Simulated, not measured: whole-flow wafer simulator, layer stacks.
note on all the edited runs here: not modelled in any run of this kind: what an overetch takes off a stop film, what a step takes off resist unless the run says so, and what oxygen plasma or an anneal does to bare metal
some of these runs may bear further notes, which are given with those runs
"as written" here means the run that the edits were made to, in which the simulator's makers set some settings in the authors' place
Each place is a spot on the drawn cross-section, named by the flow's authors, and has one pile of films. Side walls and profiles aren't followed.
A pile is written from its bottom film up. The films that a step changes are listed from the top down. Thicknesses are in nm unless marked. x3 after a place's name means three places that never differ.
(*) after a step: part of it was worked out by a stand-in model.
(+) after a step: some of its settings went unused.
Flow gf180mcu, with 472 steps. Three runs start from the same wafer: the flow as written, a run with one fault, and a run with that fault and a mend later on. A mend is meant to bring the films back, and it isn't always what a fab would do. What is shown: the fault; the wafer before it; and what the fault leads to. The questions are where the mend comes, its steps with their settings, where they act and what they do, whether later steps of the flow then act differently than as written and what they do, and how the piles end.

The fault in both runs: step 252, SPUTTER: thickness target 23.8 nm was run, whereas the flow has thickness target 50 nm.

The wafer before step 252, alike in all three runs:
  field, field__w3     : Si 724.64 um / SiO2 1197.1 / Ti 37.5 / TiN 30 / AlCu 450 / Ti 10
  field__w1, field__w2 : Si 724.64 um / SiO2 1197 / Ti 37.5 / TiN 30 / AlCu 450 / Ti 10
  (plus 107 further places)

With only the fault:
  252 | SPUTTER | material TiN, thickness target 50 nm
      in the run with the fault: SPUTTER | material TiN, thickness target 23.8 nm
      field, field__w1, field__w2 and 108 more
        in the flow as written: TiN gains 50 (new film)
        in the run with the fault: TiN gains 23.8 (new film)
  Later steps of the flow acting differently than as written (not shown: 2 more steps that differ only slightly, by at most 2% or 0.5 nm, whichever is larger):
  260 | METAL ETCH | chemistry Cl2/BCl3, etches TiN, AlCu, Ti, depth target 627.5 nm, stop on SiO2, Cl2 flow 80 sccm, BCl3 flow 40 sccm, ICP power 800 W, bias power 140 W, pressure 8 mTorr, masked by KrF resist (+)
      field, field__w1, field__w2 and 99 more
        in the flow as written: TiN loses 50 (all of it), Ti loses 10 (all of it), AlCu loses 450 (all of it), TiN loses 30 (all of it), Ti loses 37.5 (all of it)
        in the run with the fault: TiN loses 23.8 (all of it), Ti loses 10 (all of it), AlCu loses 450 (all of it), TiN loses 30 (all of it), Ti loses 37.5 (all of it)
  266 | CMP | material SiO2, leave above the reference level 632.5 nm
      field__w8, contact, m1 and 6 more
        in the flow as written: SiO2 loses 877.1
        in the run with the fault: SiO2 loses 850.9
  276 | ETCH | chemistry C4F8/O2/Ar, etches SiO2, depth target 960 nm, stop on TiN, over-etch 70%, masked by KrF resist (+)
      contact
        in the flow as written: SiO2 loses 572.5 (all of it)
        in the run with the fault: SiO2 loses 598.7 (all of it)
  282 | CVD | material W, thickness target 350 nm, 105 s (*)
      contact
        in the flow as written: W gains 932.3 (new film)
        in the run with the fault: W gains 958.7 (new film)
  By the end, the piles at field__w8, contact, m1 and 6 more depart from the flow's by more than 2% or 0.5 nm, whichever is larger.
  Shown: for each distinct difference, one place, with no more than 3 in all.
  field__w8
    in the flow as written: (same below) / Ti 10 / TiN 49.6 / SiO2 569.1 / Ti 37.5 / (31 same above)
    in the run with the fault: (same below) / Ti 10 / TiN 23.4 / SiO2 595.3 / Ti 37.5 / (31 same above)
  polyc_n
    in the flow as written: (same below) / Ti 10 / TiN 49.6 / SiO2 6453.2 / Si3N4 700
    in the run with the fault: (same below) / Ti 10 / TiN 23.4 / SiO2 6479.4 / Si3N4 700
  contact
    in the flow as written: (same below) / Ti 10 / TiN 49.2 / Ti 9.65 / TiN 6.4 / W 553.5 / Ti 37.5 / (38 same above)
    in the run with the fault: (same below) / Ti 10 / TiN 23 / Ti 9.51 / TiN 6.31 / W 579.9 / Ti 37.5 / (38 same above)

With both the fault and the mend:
  The mend follows step 259.
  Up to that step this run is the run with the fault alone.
  259a | STRIP | chemistry O2/N2, power 2160 W, pressure 1700 mTorr (*)
      field__w8, contact, m1 and 6 more
        KrF resist loses 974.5 (all of it)
  259b | SPUTTER | material TiN, thickness target 26.2 nm (a further turn of the flow's step 252, with different settings)
      field, field__w1, field__w2 and 108 more
        TiN gains 26.2
  259c | HMDS | 120 C, 60 s (a further turn of the flow's step 254)
      alters no film at any place that is followed
  259d | COAT | KrF resist, thickness 1000 nm (a further turn of the flow's step 255)
      field, field__w1, field__w2 and 108 more
        KrF resist gains 1000 (new film)
  259e | SOFTBAKE | KrF resist (a further turn of the flow's step 256)
      alters no film at any place that is followed
  259f | EXPOSE | photomask Metal1 (a further turn of the flow's step 257)
      alters no film at any place that is followed
  259g | PEB | KrF resist, 135 C, 90 s (a further turn of the flow's step 258)
      field, field__w1, field__w2 and 108 more
        KrF resist loses 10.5
  259h | DEVELOP | thickness 1000 nm, 60 s (a further turn of the flow's step 259)
      field, field__w1, field__w2 and 99 more
        KrF resist loses 989.5 (all of it)
      field__w8, contact, m1 and 6 more
        KrF resist loses 14.9
  None of the later steps of the flow acts differently than as written at any place that is followed.
  The piles end the same as the flow's at every place that both follow.
